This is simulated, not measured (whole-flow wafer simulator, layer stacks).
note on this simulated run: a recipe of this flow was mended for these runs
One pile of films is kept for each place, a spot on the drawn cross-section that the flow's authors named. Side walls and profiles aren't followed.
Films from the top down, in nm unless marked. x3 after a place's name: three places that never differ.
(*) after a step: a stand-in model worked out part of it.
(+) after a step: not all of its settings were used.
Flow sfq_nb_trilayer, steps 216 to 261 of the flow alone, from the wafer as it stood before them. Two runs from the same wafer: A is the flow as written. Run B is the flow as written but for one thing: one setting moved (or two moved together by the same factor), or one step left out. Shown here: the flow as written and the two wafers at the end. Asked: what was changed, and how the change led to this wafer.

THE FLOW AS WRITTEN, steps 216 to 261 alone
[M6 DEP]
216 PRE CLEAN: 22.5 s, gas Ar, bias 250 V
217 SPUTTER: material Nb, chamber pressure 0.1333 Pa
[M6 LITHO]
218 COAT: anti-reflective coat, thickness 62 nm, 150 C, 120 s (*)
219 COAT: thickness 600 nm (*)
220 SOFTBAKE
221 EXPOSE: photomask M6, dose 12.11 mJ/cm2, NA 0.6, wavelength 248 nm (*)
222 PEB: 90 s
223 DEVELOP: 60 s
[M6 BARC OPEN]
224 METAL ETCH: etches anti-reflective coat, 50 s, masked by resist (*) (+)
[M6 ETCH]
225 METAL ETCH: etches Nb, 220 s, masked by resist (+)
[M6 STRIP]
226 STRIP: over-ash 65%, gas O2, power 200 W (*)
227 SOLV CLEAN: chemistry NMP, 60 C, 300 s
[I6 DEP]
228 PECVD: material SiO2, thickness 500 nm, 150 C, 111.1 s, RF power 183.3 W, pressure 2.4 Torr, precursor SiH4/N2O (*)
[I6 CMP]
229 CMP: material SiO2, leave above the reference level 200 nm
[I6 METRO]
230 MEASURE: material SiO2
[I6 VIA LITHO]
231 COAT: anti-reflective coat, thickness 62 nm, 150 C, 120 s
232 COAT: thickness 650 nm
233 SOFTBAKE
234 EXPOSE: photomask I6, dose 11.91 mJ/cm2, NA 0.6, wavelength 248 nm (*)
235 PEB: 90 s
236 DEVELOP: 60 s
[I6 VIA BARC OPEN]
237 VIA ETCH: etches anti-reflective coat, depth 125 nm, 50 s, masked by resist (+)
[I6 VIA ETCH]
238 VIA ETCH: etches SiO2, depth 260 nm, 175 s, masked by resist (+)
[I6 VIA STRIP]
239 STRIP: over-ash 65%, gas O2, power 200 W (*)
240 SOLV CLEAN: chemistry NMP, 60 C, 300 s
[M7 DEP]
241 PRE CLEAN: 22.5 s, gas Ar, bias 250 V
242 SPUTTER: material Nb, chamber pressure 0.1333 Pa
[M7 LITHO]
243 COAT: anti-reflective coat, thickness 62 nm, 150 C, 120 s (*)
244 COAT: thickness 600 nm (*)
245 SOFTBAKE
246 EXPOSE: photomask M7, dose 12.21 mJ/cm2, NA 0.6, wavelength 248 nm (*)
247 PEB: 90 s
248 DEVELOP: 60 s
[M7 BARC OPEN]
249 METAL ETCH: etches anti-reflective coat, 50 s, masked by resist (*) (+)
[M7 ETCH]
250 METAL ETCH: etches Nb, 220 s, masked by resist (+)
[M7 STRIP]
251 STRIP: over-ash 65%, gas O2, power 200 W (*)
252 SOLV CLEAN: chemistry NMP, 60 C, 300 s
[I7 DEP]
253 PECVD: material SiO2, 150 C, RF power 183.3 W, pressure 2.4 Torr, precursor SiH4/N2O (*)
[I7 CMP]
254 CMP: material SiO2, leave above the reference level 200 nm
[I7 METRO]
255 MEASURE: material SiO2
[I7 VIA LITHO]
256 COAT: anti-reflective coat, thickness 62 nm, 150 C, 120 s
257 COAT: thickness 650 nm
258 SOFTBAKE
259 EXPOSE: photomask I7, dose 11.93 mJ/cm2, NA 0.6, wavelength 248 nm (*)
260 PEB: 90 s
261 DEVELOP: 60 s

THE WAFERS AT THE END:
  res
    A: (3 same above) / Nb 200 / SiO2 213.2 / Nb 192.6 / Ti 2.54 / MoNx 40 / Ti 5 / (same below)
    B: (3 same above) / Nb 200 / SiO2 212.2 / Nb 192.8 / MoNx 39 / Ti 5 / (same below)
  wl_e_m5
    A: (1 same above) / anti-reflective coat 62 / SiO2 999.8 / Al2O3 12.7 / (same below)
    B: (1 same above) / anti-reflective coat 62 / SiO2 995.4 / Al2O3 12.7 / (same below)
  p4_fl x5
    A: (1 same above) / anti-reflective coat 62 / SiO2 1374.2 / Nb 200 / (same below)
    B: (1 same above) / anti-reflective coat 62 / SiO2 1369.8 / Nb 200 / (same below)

The cause: step 216, PRE CLEAN: 35.7 s was run, where the flow has 22.5 s.

How the change led to this, step by step:
  216 PRE CLEAN: 22.5 s, gas Ar, bias 250 V
      res: A Ti -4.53 | B Ti -7.07 (all of it), MoNx -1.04
      field_l, v_sur, via_wl and 100 more: A SiO2 -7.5 | B SiO2 -11.9
      (and at 2 more places)
